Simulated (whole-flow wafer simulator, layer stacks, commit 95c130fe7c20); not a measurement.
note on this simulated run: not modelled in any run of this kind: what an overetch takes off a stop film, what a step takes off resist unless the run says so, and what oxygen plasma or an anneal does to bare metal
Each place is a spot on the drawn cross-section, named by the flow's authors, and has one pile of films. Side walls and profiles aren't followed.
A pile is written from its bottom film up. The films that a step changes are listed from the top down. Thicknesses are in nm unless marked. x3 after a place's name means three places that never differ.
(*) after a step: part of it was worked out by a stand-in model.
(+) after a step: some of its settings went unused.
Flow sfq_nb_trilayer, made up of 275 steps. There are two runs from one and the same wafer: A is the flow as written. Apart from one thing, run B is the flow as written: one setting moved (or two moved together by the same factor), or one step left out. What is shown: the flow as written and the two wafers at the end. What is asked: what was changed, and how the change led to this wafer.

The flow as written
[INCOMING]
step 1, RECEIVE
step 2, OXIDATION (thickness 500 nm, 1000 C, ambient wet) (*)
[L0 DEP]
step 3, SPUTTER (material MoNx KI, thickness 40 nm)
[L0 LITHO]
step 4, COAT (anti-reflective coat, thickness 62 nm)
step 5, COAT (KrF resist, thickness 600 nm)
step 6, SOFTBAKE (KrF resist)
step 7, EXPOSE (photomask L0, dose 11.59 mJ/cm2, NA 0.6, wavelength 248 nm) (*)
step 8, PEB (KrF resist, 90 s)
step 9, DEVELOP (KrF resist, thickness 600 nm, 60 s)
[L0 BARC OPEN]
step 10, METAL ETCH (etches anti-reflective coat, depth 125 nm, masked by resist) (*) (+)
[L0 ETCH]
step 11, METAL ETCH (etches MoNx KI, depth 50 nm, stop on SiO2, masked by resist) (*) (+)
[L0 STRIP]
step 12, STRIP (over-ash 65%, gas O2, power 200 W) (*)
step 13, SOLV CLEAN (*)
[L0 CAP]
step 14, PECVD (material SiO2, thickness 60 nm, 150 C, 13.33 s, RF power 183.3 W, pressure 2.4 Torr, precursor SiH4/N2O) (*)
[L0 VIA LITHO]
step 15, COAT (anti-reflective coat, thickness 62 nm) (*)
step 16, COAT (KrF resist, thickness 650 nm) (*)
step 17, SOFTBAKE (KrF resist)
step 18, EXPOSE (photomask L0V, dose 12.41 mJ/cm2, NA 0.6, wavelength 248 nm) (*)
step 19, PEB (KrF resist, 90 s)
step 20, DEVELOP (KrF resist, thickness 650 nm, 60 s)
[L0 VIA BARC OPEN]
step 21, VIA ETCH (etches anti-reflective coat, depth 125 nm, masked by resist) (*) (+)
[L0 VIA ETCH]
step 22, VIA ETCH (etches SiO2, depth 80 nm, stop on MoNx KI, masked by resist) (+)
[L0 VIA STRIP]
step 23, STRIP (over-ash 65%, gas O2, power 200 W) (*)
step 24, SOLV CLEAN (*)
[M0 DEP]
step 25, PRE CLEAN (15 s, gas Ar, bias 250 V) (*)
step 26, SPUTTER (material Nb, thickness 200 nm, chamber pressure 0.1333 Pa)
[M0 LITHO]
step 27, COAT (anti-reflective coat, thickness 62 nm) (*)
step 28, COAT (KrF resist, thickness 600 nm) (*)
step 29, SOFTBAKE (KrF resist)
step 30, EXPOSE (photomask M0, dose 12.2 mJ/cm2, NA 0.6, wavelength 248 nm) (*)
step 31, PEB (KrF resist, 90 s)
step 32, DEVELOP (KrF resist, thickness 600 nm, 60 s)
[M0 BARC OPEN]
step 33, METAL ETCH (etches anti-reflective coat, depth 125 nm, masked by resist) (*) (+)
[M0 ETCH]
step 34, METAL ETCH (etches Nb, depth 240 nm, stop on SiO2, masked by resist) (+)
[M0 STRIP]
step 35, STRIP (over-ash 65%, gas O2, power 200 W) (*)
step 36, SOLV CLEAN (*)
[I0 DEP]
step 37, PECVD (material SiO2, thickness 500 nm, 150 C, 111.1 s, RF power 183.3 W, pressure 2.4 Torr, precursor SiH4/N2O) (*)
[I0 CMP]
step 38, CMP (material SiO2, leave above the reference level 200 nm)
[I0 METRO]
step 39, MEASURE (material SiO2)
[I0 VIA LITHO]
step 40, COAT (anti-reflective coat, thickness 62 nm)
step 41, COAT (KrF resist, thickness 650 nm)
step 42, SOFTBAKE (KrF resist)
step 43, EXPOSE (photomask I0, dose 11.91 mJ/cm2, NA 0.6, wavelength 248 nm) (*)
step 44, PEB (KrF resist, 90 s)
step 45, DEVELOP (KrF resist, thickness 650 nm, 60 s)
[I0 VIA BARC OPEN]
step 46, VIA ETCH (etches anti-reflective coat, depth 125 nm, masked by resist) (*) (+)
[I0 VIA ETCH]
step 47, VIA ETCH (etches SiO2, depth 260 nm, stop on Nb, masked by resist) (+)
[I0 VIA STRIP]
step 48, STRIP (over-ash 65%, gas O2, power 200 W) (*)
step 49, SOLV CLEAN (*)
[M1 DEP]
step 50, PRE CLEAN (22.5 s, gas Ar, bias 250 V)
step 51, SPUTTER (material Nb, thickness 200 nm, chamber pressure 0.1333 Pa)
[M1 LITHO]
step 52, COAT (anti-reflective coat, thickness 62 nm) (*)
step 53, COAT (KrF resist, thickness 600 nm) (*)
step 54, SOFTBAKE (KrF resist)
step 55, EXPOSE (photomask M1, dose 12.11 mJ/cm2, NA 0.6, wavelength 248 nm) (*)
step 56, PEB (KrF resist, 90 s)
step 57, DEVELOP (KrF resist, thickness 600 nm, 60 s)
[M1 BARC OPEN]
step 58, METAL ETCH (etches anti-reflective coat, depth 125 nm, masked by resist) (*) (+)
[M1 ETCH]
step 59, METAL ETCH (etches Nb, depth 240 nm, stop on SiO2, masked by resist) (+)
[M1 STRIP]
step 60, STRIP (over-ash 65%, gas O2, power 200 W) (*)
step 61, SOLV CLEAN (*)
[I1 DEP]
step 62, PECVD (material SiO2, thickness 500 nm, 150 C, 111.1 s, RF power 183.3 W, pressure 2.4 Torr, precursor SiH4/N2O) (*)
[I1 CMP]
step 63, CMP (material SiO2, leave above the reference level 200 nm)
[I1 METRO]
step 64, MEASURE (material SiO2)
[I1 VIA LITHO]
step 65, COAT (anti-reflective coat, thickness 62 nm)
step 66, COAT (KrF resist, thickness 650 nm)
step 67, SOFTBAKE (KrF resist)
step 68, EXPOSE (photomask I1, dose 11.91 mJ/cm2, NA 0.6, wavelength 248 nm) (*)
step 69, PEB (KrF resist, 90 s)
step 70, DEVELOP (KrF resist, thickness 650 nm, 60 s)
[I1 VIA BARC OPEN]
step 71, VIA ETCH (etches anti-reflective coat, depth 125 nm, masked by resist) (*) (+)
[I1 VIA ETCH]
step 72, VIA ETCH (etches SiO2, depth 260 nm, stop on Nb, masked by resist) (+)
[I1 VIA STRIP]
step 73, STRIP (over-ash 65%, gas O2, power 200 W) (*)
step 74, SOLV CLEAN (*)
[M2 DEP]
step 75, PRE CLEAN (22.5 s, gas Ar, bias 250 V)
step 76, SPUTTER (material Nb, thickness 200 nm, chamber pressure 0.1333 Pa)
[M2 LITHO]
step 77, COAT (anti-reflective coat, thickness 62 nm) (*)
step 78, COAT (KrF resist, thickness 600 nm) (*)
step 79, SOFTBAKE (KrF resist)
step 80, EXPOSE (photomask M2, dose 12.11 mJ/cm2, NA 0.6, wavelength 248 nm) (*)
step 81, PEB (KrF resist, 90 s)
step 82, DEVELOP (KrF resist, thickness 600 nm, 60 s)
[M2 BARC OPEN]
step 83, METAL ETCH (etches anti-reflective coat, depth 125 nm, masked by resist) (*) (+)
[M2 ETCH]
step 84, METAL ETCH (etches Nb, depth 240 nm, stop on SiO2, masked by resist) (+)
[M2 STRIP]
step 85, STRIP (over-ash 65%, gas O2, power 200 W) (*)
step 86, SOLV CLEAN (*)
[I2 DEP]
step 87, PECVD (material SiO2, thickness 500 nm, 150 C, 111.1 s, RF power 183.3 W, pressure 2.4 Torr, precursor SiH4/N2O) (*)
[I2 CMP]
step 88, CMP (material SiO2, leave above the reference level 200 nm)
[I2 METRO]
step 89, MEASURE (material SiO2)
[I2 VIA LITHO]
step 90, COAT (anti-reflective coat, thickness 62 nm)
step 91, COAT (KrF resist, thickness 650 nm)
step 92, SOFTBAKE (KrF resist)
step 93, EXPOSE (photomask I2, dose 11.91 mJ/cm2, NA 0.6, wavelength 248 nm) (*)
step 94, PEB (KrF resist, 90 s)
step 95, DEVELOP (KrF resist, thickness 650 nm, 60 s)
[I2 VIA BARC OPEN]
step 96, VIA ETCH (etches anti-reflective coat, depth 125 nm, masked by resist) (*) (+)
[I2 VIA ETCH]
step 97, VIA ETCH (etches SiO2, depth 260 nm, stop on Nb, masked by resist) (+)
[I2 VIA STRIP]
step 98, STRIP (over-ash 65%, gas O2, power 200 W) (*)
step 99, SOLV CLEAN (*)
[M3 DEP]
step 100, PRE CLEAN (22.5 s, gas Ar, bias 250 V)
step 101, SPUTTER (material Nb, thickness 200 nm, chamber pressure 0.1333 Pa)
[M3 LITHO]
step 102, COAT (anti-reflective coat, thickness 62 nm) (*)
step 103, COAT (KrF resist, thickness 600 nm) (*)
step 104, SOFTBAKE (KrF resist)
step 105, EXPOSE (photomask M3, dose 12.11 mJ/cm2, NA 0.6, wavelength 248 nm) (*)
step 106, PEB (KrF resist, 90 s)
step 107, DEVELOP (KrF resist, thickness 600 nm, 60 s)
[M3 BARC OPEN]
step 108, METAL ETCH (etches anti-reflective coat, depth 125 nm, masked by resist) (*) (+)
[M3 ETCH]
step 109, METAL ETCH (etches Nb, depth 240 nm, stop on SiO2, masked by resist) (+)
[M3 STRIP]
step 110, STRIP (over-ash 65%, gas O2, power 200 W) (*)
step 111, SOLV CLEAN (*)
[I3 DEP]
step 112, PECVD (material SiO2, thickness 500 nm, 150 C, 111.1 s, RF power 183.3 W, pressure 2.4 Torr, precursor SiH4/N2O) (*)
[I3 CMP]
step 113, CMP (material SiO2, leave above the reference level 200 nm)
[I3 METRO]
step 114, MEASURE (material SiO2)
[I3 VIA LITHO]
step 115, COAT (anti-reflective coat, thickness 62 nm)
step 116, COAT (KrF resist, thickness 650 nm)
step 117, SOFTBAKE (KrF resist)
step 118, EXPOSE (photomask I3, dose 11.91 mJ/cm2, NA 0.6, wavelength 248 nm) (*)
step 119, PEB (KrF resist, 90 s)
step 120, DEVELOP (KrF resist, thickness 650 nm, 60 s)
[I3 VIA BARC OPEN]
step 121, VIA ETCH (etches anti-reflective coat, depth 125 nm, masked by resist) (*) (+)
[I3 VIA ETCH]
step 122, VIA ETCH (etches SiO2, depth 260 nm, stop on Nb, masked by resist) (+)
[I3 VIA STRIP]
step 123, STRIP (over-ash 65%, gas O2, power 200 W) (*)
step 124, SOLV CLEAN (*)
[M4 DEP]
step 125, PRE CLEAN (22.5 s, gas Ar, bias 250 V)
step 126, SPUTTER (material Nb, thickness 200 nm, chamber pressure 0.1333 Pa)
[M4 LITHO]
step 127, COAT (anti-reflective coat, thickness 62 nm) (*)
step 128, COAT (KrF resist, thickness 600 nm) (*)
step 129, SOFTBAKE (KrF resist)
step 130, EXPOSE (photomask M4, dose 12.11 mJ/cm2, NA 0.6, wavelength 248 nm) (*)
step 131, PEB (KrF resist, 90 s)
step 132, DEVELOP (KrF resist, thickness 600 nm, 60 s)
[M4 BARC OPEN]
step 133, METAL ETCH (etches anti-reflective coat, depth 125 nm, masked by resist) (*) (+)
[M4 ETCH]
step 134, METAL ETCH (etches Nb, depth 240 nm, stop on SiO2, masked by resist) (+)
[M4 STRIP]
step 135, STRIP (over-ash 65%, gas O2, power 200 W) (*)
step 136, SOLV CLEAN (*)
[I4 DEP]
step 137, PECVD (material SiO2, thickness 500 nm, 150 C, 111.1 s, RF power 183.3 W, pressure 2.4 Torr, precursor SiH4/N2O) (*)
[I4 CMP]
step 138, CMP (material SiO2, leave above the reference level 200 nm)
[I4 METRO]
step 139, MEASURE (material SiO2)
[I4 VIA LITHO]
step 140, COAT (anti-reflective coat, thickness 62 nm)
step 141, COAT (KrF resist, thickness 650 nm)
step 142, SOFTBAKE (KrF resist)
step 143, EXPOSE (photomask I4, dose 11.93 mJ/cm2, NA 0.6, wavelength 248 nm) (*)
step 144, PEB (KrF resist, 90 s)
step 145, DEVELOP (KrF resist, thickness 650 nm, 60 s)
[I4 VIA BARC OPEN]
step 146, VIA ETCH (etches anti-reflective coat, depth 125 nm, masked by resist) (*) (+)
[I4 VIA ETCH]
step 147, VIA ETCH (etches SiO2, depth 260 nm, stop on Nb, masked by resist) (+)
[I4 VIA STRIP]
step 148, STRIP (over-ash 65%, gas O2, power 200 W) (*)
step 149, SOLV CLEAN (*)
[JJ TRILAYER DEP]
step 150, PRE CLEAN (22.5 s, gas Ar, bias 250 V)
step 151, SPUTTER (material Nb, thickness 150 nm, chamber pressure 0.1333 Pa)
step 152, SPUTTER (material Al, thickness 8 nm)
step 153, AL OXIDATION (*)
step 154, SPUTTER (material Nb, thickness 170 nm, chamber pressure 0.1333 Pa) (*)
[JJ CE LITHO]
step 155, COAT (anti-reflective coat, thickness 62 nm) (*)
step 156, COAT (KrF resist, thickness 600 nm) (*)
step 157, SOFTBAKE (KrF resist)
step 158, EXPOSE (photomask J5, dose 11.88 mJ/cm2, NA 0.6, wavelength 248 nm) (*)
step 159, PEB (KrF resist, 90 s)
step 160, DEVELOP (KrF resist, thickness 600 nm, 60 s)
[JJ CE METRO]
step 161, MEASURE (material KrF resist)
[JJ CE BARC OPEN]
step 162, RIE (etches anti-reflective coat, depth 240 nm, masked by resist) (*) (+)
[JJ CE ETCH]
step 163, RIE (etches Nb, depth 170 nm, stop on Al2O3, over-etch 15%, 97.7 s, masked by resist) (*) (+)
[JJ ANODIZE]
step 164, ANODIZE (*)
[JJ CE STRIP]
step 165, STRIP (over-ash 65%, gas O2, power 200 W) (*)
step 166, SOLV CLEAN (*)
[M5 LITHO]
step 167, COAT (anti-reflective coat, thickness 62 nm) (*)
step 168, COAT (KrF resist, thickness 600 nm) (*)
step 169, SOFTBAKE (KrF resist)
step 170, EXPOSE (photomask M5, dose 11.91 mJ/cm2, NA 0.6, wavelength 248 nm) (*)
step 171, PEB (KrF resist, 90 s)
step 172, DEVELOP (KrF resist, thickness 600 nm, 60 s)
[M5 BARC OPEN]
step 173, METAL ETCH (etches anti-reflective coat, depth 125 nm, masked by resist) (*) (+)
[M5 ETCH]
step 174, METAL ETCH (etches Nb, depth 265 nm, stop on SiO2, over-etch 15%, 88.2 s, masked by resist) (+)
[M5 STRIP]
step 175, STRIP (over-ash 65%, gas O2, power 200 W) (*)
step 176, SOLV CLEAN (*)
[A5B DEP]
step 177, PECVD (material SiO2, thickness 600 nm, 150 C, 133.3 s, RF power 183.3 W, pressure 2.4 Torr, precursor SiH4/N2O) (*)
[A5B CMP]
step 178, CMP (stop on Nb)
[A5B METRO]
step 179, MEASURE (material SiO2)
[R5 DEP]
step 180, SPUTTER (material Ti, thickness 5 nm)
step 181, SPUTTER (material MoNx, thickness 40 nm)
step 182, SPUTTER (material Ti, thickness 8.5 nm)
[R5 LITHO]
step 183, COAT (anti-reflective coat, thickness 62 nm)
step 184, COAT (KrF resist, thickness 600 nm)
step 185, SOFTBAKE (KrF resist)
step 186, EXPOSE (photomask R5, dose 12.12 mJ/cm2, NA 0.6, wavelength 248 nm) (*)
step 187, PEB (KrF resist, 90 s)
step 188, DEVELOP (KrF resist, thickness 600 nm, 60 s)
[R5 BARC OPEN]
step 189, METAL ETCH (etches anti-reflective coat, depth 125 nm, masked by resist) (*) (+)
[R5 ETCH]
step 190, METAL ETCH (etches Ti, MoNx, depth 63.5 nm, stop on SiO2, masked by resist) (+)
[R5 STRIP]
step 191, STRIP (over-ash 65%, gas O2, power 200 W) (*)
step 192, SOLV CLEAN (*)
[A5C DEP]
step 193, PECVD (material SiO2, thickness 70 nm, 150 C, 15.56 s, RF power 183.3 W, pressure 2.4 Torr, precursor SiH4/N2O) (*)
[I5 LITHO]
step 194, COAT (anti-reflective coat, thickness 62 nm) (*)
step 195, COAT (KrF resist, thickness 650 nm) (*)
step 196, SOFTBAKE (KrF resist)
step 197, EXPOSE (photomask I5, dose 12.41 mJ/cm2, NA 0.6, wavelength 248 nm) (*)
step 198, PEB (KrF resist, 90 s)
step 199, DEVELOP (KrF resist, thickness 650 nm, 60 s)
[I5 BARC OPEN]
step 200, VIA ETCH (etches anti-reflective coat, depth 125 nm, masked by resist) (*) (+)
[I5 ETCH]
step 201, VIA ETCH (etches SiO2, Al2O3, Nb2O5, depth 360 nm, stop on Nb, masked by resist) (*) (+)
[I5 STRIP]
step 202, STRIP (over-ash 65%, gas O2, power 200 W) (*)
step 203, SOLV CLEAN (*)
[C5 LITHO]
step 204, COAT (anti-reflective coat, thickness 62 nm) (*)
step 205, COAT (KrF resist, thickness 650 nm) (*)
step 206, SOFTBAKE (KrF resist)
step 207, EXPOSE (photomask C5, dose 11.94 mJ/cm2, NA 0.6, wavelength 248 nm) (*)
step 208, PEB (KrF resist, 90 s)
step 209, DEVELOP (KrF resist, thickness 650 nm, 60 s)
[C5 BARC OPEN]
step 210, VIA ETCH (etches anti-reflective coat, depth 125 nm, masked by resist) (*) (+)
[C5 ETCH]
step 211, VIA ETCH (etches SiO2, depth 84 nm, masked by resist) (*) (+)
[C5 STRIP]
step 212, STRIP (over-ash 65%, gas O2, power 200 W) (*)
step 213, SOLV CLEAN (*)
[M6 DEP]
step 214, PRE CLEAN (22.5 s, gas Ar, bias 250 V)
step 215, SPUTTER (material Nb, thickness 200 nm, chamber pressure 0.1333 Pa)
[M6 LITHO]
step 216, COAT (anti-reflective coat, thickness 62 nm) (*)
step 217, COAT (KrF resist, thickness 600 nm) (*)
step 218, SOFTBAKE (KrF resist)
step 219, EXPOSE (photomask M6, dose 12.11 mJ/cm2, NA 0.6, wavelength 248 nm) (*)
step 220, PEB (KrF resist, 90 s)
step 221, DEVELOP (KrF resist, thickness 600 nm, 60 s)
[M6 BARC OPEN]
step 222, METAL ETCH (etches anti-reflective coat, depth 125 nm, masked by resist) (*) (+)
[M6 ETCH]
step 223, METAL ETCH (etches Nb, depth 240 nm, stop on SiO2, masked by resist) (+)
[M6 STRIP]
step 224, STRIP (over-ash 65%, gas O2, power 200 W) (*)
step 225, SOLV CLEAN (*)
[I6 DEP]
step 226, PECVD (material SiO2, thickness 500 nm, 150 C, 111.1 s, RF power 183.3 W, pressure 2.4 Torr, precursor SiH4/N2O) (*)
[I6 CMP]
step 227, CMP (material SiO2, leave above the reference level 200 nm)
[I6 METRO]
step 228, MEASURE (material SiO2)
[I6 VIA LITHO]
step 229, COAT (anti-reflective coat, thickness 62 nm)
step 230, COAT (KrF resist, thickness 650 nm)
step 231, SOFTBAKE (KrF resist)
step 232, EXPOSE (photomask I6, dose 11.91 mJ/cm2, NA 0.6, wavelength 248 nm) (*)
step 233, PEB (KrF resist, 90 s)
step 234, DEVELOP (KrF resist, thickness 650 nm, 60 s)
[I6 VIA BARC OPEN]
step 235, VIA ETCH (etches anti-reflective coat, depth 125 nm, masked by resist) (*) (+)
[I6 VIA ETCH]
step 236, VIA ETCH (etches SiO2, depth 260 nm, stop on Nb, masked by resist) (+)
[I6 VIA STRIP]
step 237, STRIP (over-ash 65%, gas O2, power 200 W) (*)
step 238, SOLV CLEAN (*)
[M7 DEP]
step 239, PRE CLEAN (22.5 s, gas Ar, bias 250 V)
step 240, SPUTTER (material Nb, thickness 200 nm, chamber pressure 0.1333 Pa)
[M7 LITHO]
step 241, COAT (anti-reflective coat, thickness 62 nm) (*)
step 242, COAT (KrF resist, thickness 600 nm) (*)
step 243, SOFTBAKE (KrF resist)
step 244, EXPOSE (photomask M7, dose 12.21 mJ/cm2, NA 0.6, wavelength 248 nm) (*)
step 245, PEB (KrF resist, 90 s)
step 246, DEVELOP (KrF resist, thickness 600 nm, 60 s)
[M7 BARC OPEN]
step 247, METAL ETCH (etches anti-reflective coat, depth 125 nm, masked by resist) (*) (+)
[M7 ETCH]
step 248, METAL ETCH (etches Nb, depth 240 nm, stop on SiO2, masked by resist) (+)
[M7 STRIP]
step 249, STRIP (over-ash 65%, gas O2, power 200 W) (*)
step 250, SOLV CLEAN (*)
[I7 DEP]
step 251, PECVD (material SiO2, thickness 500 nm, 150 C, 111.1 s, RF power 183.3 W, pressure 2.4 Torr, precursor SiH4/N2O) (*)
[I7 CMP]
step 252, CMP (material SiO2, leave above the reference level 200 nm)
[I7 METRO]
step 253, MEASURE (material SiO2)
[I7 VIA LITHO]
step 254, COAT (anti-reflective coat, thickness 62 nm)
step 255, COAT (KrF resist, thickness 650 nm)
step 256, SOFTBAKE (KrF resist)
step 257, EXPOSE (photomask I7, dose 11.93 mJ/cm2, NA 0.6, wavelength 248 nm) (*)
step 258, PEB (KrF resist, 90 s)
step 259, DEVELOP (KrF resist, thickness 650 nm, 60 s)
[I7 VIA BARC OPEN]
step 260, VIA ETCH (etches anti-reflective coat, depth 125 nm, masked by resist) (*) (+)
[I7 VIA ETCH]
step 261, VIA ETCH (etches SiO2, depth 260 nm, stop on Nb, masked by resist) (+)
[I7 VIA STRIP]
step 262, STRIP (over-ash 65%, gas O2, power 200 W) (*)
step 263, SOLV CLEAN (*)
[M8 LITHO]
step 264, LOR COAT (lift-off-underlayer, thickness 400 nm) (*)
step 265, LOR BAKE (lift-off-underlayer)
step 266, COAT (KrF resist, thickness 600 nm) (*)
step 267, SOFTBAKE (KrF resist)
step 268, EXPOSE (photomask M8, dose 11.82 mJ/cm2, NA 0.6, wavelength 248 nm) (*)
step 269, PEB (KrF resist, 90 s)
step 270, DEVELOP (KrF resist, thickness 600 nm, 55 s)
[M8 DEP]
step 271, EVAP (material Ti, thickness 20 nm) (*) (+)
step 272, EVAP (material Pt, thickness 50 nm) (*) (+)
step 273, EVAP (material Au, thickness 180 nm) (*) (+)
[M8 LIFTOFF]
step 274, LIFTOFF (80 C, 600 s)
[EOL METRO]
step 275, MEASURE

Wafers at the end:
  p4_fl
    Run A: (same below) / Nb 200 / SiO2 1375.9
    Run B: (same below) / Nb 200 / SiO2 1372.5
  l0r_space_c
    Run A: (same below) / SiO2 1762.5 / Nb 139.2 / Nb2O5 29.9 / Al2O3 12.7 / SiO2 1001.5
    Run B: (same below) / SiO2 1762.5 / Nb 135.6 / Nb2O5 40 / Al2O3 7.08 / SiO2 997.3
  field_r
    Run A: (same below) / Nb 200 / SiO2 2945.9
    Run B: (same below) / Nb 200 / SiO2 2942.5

The reason: step 152, SPUTTER: thickness 4.6 nm was run, whereas the flow has thickness 8 nm.

The path from the change to this, step by step:
  step 152, SPUTTER (material Al, thickness 8 nm)
      field_l, v_sur, via_sp and 100 more: A Al gains 8 (new film) | B Al gains 4.6 (new film)
      via_wl, via_wr: A Al gains 5.14 (new film) | B Al gains 2.95 (new film)
      (as well as at 1 more place)
  step 155, COAT (anti-reflective coat, thickness 62 nm) (*)
      via_wl, via_wr: A anti-reflective coat gains 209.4 (new film) | B anti-reflective coat gains 205.2 (new film)
  step 162, RIE (etches anti-reflective coat, depth 240 nm, masked by resist) (*) (+)
      ce_l, c5j, ce_r, wl_jj: A KrF resist loses 209.4 | B KrF resist loses 205.2
      via_wl, via_wr: A anti-reflective coat loses 209.4 (all of it) | B anti-reflective coat loses 205.2 (all of it)
  step 164, ANODIZE (*)
      field_l, v_sur, via_sp and 96 more: A Al2O3 gains 12.2, Nb2O5 gains 29.9 (new film), Al loses 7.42 (all of it), Nb loses 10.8 | B Al2O3 gains 6.63, Nb2O5 gains 40 (new film), Al loses 4.02 (all of it), Nb loses 14.4
      via_wl, via_wr: A Al2O3 gains 7.52 (new film), Nb2O5 gains 39.2 (new film), Al loses 4.56 (all of it), Nb loses 14.1 | B Al2O3 gains 3.92 (new film), Nb2O5 gains 45.6 (new film), Al loses 2.37 (all of it), Nb loses 16.4
      (as well as at 1 more place)
  step 174, METAL ETCH (etches Nb, depth 265 nm, stop on SiO2, over-etch 15%, 88.2 s, masked by resist) (+)
      field_l, r_sur, res and 49 more: A Al2O3 loses 12.6 (all of it), Nb2O5 loses 29.9 (all of it), Nb loses 139.2 (all of it), SiO2 loses 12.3 | B Al2O3 loses 7.02 (all of it), Nb2O5 loses 40 (all of it), Nb loses 135.6 (all of it), SiO2 loses 12.2
      wl_a_sl: A Al2O3 loses 12.6 (all of it), Nb2O5 loses 29.9 (all of it), Nb loses 139.2 (all of it), SiO2 loses 12.3 | B Al2O3 loses 7.01 (all of it), Nb2O5 loses 40 (all of it), Nb loses 135.6 (all of it), SiO2 loses 12.2
  step 201, VIA ETCH (etches SiO2, Al2O3, Nb2O5, depth 360 nm, stop on Nb, masked by resist) (*) (+)
      be: A SiO2 loses 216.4 (all of it), Al2O3 loses 12.7 (all of it), Nb2O5 loses 29.9 (all of it) | B SiO2 loses 212.1 (all of it), Al2O3 loses 7.08 (all of it), Nb2O5 loses 40 (all of it)
